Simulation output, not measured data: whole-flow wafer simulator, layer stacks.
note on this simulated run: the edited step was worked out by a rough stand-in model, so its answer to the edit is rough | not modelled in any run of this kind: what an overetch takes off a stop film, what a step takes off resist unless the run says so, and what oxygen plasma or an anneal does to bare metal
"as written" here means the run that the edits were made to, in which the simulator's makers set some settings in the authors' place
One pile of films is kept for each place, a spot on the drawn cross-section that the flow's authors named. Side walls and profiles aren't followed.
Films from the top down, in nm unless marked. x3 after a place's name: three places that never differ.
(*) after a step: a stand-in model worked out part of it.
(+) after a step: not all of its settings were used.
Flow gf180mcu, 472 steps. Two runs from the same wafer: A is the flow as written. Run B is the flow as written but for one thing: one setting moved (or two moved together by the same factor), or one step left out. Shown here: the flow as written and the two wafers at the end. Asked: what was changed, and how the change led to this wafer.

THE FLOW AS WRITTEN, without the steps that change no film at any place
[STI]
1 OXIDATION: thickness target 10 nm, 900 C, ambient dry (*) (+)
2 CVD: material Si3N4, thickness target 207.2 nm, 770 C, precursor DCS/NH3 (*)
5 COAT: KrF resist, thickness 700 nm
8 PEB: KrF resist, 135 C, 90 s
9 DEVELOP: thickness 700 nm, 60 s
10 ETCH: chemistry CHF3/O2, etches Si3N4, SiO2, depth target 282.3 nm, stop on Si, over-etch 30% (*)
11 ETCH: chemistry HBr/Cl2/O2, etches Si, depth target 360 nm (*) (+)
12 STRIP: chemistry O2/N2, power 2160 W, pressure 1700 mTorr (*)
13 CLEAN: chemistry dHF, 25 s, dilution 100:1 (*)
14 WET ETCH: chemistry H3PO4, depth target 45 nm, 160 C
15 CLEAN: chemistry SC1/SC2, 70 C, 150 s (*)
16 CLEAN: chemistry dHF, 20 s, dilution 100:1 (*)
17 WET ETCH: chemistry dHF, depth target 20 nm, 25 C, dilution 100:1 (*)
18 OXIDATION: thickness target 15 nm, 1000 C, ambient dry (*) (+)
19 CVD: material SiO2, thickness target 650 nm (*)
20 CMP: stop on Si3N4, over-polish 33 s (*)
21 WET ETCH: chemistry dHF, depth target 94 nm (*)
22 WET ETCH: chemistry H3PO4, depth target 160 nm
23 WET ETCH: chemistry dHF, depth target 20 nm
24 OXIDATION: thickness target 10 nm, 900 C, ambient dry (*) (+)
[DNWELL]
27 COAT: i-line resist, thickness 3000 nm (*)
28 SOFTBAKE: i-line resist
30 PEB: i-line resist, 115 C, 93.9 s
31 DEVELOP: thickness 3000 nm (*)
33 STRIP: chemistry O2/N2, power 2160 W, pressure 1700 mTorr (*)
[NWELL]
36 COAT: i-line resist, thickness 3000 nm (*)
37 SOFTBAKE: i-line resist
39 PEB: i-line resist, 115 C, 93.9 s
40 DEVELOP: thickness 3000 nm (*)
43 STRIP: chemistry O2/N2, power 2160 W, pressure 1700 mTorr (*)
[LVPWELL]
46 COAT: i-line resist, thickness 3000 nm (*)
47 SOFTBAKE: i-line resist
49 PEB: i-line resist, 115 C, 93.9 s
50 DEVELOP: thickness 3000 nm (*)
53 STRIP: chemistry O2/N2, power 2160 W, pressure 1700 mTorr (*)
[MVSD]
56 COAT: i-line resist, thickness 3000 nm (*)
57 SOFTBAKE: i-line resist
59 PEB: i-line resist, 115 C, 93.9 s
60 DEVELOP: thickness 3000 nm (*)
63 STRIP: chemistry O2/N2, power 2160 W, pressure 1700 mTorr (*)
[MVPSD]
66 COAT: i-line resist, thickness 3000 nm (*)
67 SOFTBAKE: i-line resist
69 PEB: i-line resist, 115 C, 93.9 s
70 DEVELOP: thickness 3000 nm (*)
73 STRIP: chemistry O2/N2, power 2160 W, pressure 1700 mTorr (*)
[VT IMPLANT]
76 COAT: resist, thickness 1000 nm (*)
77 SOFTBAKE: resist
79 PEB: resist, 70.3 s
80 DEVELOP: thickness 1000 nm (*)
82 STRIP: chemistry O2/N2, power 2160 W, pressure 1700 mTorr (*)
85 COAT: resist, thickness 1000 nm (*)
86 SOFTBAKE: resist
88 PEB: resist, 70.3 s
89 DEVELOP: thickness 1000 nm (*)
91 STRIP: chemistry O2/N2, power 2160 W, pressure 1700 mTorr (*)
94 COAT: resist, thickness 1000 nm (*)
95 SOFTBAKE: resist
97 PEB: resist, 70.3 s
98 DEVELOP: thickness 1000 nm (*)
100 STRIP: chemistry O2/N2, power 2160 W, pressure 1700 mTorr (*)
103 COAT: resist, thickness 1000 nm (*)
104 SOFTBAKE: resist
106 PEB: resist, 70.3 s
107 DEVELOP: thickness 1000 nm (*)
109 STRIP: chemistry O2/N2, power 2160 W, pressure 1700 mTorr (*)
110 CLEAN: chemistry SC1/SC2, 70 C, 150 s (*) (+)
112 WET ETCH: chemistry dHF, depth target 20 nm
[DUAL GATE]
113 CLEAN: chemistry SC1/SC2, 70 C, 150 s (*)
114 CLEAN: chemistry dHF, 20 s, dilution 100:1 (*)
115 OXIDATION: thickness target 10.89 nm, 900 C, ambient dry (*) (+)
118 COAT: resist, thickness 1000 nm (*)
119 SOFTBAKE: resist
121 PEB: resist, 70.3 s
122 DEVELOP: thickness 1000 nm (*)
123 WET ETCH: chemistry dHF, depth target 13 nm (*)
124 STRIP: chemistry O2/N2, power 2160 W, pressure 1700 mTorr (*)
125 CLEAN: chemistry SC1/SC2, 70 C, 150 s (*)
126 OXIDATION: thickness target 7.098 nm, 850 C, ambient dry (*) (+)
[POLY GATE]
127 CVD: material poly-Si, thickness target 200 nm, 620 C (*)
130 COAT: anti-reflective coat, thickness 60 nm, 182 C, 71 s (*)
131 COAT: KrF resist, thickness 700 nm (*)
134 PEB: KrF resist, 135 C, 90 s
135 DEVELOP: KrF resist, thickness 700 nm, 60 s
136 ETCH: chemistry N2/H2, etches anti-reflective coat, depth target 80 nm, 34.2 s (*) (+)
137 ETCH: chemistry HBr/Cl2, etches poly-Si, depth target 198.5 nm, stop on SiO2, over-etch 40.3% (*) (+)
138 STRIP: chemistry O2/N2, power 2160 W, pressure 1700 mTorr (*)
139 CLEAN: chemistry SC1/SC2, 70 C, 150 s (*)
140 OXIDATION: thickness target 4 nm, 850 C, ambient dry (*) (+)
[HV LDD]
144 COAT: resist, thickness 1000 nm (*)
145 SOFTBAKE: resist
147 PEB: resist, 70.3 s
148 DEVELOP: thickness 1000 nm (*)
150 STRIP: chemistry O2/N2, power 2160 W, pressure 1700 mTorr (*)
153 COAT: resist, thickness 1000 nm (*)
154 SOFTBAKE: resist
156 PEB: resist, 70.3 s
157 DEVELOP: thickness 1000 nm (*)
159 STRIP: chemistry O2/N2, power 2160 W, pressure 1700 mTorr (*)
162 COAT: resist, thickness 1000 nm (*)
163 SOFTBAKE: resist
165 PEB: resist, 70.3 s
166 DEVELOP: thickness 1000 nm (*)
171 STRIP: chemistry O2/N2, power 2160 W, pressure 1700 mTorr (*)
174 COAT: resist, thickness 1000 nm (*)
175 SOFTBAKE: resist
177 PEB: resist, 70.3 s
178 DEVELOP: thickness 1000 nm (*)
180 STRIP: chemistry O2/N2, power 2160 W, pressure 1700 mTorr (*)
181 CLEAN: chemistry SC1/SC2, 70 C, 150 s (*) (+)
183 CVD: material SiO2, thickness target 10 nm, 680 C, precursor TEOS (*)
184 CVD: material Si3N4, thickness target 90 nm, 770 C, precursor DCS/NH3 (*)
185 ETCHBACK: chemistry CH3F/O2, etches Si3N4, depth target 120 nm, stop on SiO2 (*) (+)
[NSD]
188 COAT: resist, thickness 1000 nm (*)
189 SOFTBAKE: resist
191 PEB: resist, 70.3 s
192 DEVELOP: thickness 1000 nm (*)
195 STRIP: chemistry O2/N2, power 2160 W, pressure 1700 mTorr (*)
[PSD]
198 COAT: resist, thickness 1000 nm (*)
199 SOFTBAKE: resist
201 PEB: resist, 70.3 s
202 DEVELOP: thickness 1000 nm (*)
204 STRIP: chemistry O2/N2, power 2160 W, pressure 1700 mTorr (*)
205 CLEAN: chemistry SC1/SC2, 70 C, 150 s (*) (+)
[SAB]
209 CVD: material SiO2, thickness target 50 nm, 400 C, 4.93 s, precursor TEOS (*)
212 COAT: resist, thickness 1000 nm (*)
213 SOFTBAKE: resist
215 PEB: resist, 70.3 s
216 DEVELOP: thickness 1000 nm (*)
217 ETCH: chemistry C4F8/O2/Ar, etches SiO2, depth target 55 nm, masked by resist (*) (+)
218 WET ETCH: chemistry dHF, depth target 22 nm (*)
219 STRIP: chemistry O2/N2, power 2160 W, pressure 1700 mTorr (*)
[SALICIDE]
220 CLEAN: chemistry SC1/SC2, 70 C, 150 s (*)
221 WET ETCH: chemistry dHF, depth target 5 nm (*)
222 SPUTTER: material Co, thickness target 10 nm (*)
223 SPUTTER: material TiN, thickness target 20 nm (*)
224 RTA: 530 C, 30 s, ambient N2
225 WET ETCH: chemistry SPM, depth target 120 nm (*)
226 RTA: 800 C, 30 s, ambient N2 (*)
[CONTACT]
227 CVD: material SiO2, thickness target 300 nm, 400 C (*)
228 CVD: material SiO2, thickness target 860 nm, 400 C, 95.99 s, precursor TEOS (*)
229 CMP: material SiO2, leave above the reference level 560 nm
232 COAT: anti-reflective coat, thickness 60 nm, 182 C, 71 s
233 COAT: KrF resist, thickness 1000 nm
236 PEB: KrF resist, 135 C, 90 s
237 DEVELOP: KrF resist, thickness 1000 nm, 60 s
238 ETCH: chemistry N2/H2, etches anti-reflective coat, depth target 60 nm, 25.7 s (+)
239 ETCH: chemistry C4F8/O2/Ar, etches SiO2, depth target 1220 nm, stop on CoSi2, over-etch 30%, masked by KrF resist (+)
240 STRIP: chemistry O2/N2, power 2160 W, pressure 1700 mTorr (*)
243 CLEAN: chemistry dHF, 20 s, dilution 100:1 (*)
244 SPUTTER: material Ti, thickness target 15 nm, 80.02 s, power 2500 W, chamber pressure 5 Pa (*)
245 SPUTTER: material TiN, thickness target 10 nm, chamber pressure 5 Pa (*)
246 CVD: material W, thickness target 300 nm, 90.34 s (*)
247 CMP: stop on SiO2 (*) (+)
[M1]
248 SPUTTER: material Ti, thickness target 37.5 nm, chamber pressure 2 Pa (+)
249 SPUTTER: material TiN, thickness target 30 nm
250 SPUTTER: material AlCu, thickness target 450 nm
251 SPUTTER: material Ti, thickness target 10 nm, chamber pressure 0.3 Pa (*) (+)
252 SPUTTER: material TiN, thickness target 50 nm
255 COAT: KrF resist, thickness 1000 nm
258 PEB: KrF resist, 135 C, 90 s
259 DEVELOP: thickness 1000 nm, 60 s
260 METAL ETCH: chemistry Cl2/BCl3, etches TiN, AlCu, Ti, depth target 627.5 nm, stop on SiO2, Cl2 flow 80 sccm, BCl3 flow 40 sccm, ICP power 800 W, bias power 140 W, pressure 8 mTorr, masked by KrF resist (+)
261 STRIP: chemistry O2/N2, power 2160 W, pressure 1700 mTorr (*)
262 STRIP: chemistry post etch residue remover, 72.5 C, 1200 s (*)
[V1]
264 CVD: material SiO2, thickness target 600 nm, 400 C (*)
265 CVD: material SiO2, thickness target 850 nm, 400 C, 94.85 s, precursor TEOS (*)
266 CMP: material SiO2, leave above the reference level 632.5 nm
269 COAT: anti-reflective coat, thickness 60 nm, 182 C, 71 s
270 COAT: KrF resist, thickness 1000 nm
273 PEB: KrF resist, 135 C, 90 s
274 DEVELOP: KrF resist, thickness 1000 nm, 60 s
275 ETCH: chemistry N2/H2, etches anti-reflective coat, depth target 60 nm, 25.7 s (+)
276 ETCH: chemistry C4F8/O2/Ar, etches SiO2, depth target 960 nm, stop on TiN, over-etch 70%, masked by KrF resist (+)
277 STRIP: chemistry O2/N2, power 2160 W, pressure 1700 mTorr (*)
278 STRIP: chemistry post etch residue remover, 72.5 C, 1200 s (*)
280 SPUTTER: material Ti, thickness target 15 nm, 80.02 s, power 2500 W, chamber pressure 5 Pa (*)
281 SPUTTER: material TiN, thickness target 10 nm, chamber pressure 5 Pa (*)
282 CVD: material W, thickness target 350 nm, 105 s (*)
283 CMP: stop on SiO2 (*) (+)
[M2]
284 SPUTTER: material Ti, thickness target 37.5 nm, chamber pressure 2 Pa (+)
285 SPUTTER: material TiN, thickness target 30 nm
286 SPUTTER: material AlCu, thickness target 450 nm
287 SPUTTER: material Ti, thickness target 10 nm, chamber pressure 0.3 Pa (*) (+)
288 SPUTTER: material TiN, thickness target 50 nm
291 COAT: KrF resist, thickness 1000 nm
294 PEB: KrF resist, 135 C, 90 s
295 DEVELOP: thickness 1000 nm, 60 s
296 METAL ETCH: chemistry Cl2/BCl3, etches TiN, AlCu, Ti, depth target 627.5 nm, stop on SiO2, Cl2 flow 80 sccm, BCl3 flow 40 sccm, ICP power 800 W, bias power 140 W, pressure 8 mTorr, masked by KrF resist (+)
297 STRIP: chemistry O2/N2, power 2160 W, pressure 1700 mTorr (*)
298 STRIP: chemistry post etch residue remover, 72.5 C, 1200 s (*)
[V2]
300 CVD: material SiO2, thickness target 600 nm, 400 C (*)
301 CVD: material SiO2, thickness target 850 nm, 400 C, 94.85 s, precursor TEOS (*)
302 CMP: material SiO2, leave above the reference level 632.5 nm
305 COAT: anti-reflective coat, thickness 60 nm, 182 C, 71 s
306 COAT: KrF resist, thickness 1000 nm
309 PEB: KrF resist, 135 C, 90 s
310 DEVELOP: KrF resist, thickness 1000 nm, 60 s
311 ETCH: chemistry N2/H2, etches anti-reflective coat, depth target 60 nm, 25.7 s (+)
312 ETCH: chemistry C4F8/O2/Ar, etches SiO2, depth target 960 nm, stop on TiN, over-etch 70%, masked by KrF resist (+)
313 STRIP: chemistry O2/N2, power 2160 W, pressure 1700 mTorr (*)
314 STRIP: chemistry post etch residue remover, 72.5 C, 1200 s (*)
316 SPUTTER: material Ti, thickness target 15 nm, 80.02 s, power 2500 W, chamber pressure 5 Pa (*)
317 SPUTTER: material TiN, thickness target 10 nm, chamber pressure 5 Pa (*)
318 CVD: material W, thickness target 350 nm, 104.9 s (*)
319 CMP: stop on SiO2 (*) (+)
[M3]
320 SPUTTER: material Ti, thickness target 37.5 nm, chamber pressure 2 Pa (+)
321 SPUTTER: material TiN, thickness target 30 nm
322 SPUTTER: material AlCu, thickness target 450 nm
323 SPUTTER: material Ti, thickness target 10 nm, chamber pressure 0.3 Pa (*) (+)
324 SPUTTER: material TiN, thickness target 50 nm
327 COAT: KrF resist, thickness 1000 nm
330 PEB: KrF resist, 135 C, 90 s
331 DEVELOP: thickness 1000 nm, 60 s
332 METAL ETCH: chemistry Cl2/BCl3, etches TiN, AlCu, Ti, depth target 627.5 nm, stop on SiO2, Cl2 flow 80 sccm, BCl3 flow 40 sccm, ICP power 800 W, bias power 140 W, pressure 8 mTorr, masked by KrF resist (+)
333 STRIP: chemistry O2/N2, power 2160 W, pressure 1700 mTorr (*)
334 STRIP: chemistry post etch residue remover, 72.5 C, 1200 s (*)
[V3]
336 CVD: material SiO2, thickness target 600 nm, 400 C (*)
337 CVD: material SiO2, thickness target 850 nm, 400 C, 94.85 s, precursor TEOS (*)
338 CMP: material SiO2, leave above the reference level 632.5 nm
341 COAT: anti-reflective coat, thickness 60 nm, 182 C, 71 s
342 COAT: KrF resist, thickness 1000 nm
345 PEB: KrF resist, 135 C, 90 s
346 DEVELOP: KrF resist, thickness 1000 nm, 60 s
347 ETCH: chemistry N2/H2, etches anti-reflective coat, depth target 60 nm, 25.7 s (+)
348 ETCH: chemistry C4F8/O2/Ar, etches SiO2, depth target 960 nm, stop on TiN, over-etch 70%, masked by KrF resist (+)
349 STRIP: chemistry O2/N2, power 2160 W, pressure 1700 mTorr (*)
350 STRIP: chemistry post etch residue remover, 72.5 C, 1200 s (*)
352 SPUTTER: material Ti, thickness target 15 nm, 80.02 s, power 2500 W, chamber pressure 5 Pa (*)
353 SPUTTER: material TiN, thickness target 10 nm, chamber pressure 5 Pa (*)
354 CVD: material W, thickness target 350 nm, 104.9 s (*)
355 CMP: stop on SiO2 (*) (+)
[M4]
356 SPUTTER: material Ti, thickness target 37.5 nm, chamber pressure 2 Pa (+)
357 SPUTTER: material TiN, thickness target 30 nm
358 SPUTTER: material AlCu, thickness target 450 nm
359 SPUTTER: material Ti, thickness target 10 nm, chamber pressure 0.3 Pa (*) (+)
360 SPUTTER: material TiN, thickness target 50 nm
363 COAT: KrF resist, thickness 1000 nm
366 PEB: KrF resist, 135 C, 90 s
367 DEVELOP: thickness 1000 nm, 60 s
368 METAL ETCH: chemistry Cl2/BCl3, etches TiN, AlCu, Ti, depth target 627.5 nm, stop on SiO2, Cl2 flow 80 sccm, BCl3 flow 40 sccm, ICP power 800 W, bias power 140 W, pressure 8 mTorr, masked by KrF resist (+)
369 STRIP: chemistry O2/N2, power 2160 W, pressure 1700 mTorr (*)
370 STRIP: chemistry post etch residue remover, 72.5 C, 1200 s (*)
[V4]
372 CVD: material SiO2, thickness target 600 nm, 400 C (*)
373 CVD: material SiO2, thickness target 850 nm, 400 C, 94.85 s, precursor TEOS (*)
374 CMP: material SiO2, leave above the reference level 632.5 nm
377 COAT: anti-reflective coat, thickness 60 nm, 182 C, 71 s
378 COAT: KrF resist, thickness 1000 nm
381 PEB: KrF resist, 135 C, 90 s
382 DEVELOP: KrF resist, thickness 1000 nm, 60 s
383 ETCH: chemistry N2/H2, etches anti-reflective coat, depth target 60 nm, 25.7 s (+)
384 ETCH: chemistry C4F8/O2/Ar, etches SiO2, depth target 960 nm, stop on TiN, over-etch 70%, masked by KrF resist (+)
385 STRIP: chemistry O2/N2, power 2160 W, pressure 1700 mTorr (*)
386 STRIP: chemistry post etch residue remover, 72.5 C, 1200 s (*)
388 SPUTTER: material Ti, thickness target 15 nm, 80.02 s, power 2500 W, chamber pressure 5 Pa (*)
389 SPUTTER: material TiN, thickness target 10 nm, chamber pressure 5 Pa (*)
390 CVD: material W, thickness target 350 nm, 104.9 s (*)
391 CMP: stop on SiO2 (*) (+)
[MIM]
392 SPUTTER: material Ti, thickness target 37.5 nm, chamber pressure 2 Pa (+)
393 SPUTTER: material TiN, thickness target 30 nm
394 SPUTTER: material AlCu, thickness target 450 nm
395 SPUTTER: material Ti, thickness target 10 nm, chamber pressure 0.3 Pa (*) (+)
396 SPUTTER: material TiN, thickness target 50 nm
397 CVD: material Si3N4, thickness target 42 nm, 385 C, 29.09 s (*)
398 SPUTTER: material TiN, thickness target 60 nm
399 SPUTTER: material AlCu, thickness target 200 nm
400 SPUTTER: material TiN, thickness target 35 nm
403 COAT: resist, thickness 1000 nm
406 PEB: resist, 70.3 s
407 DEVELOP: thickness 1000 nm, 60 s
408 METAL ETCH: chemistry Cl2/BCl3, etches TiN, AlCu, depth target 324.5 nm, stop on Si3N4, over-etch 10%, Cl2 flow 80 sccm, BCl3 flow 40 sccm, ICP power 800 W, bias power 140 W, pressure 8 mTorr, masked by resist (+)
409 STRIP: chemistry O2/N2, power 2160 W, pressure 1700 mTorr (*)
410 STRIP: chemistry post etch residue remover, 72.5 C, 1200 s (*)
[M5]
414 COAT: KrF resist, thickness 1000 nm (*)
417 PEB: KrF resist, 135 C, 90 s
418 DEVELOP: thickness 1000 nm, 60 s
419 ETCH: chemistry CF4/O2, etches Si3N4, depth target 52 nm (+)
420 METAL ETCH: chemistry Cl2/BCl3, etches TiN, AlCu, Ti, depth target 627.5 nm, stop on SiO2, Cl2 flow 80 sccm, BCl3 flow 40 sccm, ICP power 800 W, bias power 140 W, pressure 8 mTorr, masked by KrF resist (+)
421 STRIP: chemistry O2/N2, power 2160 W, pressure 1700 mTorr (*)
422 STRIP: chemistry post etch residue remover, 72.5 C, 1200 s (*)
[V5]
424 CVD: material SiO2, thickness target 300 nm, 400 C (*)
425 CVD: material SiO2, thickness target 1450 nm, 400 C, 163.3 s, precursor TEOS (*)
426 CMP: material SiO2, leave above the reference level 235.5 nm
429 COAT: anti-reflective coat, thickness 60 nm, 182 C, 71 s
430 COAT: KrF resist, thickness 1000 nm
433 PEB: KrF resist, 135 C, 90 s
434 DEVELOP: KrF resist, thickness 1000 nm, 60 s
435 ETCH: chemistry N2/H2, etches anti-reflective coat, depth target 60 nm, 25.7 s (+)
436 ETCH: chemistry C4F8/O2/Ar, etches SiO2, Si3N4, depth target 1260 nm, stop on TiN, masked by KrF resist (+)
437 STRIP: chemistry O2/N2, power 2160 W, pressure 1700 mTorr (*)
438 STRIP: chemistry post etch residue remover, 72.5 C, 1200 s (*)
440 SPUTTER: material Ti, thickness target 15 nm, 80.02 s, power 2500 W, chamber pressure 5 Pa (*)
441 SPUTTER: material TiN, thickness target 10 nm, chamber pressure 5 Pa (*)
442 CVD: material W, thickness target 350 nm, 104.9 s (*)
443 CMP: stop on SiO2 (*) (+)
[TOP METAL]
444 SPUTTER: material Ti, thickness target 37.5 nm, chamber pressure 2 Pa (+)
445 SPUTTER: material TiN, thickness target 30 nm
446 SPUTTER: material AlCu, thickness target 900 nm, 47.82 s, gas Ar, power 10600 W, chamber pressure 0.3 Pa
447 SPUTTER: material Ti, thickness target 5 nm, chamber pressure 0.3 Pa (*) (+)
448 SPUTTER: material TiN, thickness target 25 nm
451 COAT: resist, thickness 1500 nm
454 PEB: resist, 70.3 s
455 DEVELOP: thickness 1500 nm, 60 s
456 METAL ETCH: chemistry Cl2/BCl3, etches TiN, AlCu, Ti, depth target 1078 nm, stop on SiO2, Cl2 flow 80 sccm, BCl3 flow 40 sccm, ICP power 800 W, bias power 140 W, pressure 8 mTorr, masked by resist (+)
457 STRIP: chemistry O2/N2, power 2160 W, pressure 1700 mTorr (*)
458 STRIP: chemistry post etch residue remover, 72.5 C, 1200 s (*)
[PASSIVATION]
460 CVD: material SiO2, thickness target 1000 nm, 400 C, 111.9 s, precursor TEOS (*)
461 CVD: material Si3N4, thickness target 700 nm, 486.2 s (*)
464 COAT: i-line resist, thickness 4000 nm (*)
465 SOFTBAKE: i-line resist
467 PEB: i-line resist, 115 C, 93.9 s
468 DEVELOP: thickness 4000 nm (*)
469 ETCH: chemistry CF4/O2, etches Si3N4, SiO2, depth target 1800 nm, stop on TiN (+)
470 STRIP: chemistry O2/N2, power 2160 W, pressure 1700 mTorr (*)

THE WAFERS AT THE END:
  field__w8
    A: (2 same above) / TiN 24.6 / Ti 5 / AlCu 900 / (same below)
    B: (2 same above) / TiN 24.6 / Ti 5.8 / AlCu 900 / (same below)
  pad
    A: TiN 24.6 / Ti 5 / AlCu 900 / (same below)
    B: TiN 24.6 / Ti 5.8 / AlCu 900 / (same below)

The cause: step 447, SPUTTER: thickness target 5.8 nm was run, where the flow has thickness target 5 nm.
It can be read off the wafer: field__w8 has Ti 5.8, and step 447 as written asks for 5 nm.

How the change led to this, step by step:
  447 SPUTTER: material Ti, thickness target 5 nm, chamber pressure 0.3 Pa (*) (+)
      field, field__w1, field__w2 and 109 more: A Ti +5 (new film) | B Ti +5.8 (new film)
  456 METAL ETCH: chemistry Cl2/BCl3, etches TiN, AlCu, Ti, depth target 1078 nm, stop on SiO2, Cl2 flow 80 sccm, BCl3 flow 40 sccm, ICP power 800 W, bias power 140 W, pressure 8 mTorr, masked by resist (+)
      field, field__w1, field__w2 and 103 more: A TiN -25 (all of it), Ti -5 (all of it), AlCu -900 (all of it), TiN -30 (all of it), Ti -37.5 (all of it) | B TiN -25 (all of it), Ti -5.8 (all of it), AlCu -900 (all of it), TiN -30 (all of it), Ti -37.5 (all of it)
